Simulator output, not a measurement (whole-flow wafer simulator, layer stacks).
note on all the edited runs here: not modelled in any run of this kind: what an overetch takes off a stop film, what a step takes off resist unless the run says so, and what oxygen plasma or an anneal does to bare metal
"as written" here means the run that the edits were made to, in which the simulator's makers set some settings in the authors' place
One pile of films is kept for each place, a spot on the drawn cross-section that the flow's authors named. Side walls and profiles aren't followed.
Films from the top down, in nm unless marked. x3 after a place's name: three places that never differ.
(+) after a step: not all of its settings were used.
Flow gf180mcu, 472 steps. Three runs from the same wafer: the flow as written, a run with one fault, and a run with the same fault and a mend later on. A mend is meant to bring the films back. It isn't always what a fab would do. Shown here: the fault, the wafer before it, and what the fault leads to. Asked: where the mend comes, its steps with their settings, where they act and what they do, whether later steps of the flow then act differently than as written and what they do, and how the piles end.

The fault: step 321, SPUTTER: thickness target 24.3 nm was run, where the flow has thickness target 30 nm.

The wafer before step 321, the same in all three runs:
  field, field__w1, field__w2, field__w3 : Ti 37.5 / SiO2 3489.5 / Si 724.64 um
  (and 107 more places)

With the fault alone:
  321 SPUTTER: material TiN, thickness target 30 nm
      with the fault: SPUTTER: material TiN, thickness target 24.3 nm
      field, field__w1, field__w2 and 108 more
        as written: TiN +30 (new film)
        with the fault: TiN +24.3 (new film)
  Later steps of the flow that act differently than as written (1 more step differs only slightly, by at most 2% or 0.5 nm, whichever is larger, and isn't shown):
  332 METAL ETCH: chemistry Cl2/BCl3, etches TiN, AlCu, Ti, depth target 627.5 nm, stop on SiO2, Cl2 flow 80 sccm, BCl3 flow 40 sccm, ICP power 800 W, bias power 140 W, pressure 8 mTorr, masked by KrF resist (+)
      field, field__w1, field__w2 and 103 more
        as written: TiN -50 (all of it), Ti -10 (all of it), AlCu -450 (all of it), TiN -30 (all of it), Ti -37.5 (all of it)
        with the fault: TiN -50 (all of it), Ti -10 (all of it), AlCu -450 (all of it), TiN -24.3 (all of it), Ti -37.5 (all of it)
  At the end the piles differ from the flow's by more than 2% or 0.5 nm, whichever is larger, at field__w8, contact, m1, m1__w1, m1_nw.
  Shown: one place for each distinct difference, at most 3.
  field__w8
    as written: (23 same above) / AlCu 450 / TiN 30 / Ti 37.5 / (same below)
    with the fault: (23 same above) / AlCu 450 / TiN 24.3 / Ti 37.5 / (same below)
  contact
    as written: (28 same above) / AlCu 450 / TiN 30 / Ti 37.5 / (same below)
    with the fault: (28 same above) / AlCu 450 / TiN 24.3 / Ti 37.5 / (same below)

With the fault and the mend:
  The mend comes after step 321.
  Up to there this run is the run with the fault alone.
  321a SPUTTER: material TiN, thickness target 5.7 nm (the flow's step 321 once more, with other settings)
      field, field__w1, field__w2 and 108 more
        TiN +5.7
  No later step of the flow acts differently than as written at any place that is followed.
  At the end the piles are the same as the flow's at every place that both follow.
